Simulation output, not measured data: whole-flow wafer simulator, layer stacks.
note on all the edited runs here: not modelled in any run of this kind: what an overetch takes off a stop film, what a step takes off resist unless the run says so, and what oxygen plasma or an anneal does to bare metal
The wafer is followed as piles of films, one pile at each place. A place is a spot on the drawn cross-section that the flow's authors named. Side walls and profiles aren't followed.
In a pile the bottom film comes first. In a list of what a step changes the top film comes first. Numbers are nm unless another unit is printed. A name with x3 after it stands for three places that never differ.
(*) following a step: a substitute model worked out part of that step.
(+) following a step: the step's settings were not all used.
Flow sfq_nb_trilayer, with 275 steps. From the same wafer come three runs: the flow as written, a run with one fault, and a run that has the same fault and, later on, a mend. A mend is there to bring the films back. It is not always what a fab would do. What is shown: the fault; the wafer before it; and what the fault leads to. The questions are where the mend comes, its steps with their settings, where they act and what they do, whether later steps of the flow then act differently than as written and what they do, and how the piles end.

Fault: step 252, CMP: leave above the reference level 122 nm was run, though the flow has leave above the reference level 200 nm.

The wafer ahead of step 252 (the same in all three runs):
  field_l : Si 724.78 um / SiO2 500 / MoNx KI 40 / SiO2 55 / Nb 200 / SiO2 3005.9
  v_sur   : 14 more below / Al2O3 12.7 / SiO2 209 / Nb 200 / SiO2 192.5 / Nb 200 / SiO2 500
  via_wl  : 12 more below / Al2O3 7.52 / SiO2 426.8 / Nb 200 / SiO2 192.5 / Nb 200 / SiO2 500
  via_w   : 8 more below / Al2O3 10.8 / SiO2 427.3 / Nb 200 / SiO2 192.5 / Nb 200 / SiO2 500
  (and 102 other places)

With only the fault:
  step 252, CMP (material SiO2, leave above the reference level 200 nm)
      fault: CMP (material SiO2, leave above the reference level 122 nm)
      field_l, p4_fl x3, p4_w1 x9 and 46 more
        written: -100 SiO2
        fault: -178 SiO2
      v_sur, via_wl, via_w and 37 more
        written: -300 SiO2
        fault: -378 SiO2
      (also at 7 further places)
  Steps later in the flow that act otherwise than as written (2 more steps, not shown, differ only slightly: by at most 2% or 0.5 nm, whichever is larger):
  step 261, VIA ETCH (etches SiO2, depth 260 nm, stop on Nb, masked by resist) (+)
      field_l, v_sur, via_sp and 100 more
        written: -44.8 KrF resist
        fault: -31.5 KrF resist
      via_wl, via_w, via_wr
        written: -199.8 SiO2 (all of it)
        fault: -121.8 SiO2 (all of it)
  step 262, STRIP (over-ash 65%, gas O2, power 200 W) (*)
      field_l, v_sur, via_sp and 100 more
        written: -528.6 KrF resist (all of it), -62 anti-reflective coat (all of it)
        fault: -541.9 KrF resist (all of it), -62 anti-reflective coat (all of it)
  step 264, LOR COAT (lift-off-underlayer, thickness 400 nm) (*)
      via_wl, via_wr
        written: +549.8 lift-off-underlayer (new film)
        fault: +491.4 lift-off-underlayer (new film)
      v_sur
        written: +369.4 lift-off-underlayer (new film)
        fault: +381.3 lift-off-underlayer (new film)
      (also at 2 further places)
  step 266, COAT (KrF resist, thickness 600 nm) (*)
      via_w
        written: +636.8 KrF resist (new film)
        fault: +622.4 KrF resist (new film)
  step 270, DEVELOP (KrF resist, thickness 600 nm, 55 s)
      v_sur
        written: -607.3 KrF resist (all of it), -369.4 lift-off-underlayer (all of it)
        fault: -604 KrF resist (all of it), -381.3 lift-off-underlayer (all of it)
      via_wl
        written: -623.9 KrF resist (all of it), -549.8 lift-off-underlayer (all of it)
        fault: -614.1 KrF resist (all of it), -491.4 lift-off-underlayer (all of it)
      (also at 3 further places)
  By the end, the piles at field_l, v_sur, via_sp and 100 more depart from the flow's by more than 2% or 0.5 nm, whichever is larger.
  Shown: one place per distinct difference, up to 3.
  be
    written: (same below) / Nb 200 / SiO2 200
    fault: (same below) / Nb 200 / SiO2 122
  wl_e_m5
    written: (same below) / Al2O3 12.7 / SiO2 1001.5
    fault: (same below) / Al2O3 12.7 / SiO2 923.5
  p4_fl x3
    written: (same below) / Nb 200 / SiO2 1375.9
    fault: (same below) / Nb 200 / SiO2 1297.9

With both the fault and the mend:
  The mend stands after step 253.
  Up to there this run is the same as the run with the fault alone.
  step 253a, PECVD (material SiO2, thickness 78 nm, 150 C, 17.33 s, RF power 183.3 W, pressure 2.4 Torr, precursor SiH4/N2O) (a further turn of the flow's step 251, with different settings)
      field_l, v_sur, via_wl and 103 more
        +78 SiO2
  Later steps of the flow that are run all act as written at every place that is followed.
  By the end, the piles equal the flow's at every place that both follow.
